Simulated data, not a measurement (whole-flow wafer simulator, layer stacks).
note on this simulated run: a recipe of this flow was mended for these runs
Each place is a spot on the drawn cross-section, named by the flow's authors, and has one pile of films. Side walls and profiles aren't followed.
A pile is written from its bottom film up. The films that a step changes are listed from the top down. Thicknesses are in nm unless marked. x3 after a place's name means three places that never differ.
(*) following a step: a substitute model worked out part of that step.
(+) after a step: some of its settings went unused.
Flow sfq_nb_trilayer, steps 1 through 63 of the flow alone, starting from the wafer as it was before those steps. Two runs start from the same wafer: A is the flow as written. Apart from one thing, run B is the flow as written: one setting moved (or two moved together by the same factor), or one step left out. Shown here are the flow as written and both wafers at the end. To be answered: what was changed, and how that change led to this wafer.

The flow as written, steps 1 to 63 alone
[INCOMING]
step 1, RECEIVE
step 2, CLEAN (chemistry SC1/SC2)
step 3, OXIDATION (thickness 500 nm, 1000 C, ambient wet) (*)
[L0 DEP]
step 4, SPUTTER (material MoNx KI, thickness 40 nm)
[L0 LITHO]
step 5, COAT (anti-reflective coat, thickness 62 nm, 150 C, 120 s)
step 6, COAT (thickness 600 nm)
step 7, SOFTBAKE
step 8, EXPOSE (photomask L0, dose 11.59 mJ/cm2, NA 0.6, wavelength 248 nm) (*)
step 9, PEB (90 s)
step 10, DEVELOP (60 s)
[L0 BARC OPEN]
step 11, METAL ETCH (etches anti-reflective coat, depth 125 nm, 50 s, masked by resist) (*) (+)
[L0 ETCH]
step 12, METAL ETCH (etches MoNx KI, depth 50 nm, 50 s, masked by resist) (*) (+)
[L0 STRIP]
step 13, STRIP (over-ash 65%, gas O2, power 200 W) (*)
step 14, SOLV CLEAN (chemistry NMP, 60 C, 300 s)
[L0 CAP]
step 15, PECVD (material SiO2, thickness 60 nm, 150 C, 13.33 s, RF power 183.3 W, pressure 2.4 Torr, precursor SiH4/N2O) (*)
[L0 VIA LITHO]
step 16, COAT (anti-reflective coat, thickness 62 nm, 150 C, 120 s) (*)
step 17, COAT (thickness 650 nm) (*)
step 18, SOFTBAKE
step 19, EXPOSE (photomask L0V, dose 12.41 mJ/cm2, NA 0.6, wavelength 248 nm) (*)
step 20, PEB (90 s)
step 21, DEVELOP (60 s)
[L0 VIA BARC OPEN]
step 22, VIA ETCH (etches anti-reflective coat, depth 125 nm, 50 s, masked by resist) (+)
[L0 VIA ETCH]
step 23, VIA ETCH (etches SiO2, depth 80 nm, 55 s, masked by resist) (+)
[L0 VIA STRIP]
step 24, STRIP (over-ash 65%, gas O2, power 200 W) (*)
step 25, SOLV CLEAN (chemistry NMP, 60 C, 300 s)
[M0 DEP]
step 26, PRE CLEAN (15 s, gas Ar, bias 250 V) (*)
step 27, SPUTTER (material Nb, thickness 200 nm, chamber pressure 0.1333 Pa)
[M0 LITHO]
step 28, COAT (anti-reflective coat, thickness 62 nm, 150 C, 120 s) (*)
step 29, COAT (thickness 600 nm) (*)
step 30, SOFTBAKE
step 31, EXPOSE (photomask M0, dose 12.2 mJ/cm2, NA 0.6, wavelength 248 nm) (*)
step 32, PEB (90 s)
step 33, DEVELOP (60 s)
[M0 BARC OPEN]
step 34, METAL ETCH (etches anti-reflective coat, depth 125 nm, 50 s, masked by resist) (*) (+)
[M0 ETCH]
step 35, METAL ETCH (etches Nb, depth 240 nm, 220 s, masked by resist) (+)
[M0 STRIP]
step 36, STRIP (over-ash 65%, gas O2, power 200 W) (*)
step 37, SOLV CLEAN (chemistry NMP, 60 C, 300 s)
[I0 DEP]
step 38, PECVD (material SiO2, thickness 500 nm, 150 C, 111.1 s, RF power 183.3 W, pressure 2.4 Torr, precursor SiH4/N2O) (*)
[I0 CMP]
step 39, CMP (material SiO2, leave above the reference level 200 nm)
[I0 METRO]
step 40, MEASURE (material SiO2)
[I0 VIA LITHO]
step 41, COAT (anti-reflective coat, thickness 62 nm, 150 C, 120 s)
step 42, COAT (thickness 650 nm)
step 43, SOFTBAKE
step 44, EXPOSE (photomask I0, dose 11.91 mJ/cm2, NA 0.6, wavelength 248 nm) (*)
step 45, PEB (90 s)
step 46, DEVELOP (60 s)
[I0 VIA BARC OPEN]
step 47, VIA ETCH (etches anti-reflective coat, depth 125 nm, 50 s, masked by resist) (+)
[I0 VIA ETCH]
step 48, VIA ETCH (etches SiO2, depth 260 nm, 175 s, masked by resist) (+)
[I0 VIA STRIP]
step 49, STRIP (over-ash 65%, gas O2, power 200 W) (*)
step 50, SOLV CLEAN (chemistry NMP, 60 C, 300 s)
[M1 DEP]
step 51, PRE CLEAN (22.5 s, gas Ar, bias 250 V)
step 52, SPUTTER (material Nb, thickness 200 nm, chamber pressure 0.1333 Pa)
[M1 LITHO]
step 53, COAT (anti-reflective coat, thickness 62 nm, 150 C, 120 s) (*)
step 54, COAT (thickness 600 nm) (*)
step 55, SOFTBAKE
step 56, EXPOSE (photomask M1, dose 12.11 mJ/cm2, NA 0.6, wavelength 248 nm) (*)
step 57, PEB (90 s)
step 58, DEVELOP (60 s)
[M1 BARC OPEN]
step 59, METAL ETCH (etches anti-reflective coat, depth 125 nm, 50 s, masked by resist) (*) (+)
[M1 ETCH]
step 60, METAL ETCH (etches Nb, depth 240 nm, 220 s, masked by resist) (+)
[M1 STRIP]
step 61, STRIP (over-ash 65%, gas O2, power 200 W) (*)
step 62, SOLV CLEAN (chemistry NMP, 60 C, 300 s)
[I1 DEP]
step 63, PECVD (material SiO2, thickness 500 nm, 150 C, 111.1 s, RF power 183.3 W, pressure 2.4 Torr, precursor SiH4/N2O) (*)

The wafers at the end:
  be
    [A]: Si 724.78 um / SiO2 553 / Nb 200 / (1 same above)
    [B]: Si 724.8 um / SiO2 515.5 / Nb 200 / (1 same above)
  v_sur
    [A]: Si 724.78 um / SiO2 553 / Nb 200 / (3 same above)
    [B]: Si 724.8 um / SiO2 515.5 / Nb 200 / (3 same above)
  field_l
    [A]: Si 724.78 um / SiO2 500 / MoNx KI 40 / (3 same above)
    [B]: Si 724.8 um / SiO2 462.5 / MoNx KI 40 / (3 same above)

The reason: step 3, OXIDATION: thickness 462.5 nm was run, whereas the flow has thickness 500 nm.
The wafer lets one read it off: field_l has SiO2 462.5, and step 3 as written asks for 500 nm.

How this came from the change, step by step:
  step 3, OXIDATION (thickness 500 nm, 1000 C, ambient wet) (*)
      field_l, v_sur, via_wl and 103 more: A +500 SiO2 (new film), -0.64 chemical SiO2 (all of it), -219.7 Si | B +462.5 SiO2 (new film), -0.64 chemical SiO2 (all of it), -203.2 Si
